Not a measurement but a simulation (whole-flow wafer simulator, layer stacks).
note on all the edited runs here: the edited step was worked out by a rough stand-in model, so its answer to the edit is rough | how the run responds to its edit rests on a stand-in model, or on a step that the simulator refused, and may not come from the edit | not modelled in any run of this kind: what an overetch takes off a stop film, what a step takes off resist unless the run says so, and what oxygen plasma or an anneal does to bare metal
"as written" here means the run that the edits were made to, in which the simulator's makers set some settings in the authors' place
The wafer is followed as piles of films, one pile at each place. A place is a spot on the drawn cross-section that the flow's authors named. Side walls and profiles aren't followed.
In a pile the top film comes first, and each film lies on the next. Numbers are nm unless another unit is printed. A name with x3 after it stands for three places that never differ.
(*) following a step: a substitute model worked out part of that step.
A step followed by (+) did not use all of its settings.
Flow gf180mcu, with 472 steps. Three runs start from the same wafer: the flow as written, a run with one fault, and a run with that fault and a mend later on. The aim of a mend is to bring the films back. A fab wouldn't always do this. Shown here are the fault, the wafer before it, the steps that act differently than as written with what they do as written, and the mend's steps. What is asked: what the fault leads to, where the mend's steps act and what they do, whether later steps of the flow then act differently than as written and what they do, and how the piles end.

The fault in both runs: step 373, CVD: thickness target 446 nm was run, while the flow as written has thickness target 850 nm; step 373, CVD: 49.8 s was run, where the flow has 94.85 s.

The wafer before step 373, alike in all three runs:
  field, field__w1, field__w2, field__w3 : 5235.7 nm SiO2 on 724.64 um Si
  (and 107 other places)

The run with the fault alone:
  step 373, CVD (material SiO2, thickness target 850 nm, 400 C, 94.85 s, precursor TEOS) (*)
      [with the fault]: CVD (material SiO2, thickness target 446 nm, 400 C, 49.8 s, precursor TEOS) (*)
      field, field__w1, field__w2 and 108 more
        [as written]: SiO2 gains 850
        [with the fault]: SiO2 gains 454.9
  Later steps of the flow acting differently than as written (4 more steps, not shown, differ only slightly: by at most 2% or 0.5 nm, whichever is larger):
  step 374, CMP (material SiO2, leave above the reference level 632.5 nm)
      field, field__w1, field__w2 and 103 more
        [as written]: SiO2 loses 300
        [with the fault]: nothing
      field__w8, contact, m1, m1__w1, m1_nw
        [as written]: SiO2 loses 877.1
        [with the fault]: SiO2 loses 482
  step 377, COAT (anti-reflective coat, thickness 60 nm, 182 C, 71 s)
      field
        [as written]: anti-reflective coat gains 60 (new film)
        [with the fault]: anti-reflective coat gains 98.2 (new film)
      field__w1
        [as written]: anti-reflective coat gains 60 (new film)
        [with the fault]: anti-reflective coat gains 83.1 (new film)
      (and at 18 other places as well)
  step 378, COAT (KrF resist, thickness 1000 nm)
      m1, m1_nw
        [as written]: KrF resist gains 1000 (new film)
        [with the fault]: KrF resist gains 953.1 (new film)
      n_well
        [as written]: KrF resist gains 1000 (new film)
        [with the fault]: KrF resist gains 977.5 (new film)
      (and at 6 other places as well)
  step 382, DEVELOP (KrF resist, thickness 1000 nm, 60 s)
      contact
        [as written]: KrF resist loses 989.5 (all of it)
        [with the fault]: KrF resist loses 950.3 (all of it)
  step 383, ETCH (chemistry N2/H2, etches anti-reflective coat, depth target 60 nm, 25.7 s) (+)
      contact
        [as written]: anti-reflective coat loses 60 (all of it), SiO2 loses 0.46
        [with the fault]: anti-reflective coat loses 23.4 (all of it), SiO2 loses 1.4
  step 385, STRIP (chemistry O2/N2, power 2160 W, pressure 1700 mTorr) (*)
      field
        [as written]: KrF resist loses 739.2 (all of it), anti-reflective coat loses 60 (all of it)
        [with the fault]: KrF resist loses 723 (all of it), anti-reflective coat loses 98.2 (all of it)
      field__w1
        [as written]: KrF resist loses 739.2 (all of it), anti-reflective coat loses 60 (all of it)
        [with the fault]: KrF resist loses 720.7 (all of it), anti-reflective coat loses 83.1 (all of it)
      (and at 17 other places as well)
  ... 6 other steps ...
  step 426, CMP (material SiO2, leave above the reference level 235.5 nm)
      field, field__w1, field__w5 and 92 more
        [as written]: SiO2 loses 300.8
        [with the fault]: SiO2 loses 288.4
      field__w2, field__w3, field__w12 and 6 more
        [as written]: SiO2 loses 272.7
        [with the fault]: SiO2 loses 259.7
  The piles end different from the flow's at field, field__w1, field__w2 and 109 more by more than 2% or 0.5 nm, whichever is larger.
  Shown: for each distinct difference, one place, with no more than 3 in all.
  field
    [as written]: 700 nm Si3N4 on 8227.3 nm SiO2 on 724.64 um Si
    [with the fault]: 700 nm Si3N4 on 2457.8 nm SiO2 on 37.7 nm W on 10 nm TiN on 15 nm Ti on 5690.6 nm SiO2 on 724.64 um Si
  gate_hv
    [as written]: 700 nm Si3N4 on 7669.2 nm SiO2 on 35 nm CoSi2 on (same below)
    [with the fault]: 700 nm Si3N4 on 2457.8 nm SiO2 on 37.7 nm W on 10 nm TiN on 15 nm Ti on 5132.5 nm SiO2 on 35 nm CoSi2 on (same below)
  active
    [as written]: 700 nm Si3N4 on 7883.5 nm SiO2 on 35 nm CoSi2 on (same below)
    [with the fault]: 700 nm Si3N4 on 2457.8 nm SiO2 on 37.7 nm W on 10 nm TiN on 15 nm Ti on 5346.8 nm SiO2 on 35 nm CoSi2 on (same below)

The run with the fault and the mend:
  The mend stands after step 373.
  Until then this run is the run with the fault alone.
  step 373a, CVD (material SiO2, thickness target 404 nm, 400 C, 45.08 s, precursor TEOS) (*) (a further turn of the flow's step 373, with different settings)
      field, field__w1, field__w2 and 108 more
        SiO2 gains 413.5
  Later steps of the flow acting differently than as written:
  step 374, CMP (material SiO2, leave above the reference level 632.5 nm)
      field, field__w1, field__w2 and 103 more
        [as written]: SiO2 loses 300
        [with the mend]: SiO2 loses 318.4
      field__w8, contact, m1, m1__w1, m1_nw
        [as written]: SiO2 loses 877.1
        [with the mend]: SiO2 loses 895.4
  At every place that both follow, the piles at the end match the flow's.
